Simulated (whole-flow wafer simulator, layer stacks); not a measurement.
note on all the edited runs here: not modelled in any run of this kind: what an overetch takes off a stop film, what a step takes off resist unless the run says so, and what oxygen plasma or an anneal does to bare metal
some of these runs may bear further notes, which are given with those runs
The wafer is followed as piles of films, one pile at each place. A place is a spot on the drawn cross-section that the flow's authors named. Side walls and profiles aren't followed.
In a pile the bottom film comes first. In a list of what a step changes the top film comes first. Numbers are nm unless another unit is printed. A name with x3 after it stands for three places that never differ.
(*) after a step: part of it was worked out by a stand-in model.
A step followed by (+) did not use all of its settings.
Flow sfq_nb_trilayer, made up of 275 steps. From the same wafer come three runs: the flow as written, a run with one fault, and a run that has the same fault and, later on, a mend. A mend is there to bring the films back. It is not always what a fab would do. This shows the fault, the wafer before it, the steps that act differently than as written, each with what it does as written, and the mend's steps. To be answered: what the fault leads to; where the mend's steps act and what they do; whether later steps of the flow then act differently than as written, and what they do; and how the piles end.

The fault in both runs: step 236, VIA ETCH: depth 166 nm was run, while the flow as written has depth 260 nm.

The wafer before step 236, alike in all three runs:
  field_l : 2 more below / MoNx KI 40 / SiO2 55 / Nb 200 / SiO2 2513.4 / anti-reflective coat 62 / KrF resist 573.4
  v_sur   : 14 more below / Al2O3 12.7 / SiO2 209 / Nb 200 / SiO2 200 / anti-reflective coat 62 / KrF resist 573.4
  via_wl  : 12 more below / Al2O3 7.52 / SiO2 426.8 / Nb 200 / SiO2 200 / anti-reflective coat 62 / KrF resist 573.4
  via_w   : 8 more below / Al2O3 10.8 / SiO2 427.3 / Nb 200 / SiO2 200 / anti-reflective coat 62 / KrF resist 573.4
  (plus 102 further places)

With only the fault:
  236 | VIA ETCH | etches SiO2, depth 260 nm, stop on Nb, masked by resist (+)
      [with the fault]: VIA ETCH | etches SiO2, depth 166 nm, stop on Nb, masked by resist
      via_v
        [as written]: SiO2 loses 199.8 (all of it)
        [with the fault]: SiO2 loses 166
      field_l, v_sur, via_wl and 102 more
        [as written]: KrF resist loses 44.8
        [with the fault]: KrF resist loses 28.6
  Later steps of the flow acting differently than as written (2 more steps, not shown, differ only slightly: by at most 2% or 0.5 nm, whichever is larger):
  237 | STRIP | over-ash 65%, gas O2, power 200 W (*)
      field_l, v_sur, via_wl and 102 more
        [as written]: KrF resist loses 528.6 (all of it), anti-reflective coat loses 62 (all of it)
        [with the fault]: KrF resist loses 544.8 (all of it), anti-reflective coat loses 62 (all of it)
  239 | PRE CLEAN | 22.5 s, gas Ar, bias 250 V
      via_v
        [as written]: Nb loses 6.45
        [with the fault]: SiO2 loses 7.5
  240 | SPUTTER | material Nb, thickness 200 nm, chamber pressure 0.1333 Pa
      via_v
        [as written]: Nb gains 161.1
        [with the fault]: Nb gains 169 (new film)
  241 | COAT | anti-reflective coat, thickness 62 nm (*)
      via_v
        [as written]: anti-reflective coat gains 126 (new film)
        [with the fault]: anti-reflective coat gains 116.9 (new film)
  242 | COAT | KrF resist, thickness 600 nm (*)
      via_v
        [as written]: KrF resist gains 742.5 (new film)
        [with the fault]: KrF resist gains 716.1 (new film)
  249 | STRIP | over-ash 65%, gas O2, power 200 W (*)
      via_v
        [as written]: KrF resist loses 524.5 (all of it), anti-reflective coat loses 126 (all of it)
        [with the fault]: KrF resist loses 498.2 (all of it), anti-reflective coat loses 116.9 (all of it)
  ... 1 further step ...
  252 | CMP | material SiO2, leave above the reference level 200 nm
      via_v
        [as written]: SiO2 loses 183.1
        [with the fault]: SiO2 loses 157.1
  The piles end different from the flow's at via_v by more than 2% or 0.5 nm, whichever is larger.
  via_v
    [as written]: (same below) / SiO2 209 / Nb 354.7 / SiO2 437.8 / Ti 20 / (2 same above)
    [with the fault]: (same below) / SiO2 209 / Nb 200 / SiO2 26.3 / Nb 169 / SiO2 397.1 / Ti 20 / (2 same above)

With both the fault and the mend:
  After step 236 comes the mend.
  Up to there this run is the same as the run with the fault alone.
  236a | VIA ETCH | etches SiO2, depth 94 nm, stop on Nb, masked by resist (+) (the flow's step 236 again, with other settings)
      field_l, v_sur, via_wl and 102 more
        KrF resist loses 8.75
      via_v
        SiO2 loses 33.8 (all of it)
  Later steps of the flow that are run all act as written at every place that is followed, up to a difference of at most 2% or 0.5 nm, whichever is larger.
  The piles end the same as the flow's at every place that both follow.
